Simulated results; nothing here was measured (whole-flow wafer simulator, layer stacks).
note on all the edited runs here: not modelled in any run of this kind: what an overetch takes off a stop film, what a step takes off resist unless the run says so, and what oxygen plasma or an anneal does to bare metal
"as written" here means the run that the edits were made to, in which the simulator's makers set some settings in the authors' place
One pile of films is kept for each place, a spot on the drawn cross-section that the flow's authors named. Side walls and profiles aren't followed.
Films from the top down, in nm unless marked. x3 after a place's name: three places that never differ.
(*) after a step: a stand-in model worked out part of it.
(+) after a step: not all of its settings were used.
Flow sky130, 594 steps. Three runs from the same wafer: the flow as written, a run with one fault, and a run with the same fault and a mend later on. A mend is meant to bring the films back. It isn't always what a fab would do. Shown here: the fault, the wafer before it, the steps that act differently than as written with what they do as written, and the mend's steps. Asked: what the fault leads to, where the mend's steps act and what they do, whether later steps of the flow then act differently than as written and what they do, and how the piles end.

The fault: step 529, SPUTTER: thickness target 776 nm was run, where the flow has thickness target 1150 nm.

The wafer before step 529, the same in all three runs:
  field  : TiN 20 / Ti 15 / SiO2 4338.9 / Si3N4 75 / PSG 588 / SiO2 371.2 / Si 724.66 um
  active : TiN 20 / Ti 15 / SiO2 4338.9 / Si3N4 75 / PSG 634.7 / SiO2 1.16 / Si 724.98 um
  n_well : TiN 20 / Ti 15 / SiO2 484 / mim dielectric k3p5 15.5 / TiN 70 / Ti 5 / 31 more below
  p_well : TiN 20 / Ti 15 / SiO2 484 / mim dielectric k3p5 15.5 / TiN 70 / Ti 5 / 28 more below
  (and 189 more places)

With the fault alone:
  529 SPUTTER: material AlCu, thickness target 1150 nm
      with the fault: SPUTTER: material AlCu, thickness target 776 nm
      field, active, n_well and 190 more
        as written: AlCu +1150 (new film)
        with the fault: AlCu +776 (new film)
  Later steps of the flow that act differently than as written (3 more steps differ only slightly, by at most 2% or 0.5 nm, whichever is larger, and aren't shown):
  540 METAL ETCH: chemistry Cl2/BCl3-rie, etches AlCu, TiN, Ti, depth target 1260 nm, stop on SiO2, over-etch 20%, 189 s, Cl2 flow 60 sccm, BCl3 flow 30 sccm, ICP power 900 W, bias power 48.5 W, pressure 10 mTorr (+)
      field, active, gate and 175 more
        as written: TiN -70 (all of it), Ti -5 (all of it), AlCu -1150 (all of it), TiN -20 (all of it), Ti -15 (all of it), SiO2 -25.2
        with the fault: TiN -70 (all of it), Ti -5 (all of it), AlCu -776 (all of it), TiN -20 (all of it), Ti -15 (all of it), SiO2 -62.6
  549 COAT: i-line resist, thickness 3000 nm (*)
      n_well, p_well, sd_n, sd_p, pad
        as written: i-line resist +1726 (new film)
        with the fault: i-line resist +2059.9 (new film)
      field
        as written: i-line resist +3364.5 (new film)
        with the fault: i-line resist +3265.7 (new film)
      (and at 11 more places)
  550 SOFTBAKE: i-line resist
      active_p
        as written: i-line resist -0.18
        with the fault: i-line resist +0.71
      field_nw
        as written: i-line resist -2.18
        with the fault: i-line resist +0.96
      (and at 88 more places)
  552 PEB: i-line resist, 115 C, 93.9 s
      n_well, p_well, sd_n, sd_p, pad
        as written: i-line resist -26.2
        with the fault: i-line resist -31.9
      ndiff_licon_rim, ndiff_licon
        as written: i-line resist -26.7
        with the fault: i-line resist -32.2
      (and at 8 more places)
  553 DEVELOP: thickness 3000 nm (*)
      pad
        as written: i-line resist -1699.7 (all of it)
        with the fault: i-line resist -2028 (all of it)
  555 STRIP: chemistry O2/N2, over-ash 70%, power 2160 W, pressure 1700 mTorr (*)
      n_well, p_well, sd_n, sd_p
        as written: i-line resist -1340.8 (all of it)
        with the fault: i-line resist -1669.1 (all of it)
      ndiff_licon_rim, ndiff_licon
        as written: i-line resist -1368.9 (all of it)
        with the fault: i-line resist -1688.5 (all of it)
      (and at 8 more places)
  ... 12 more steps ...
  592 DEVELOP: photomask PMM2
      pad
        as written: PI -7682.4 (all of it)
        with the fault: PI -8019 (all of it)
  At the end the piles differ from the flow's by more than 2% or 0.5 nm, whichever is larger, at n_well, p_well, gate_hv and 108 more.
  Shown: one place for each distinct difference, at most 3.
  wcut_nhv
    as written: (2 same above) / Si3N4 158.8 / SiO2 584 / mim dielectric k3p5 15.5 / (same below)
    with the fault: (2 same above) / Si3N4 158.8 / SiO2 546.6 / mim dielectric k3p5 15.5 / (same below)
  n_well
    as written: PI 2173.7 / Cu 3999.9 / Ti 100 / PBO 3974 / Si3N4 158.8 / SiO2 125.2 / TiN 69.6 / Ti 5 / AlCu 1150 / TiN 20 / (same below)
    with the fault: PI 2217.7 / Cu 3999.9 / Ti 100 / PBO 4242.8 / Si3N4 158.8 / SiO2 125.2 / TiN 69.6 / Ti 5 / AlCu 776 / TiN 20 / (same below)
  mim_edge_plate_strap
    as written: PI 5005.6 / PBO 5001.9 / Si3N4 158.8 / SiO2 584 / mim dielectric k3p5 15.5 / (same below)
    with the fault: PI 5005.9 / PBO 5001.4 / Si3N4 158.8 / SiO2 546.6 / mim dielectric k3p5 15.5 / (same below)

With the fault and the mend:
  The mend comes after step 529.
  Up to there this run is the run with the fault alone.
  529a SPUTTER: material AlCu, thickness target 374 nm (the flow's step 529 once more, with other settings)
      field, active, n_well and 190 more
        AlCu +374
  No later step of the flow acts differently than as written at any place that is followed.
  At the end the piles are the same as the flow's at every place that both follow.
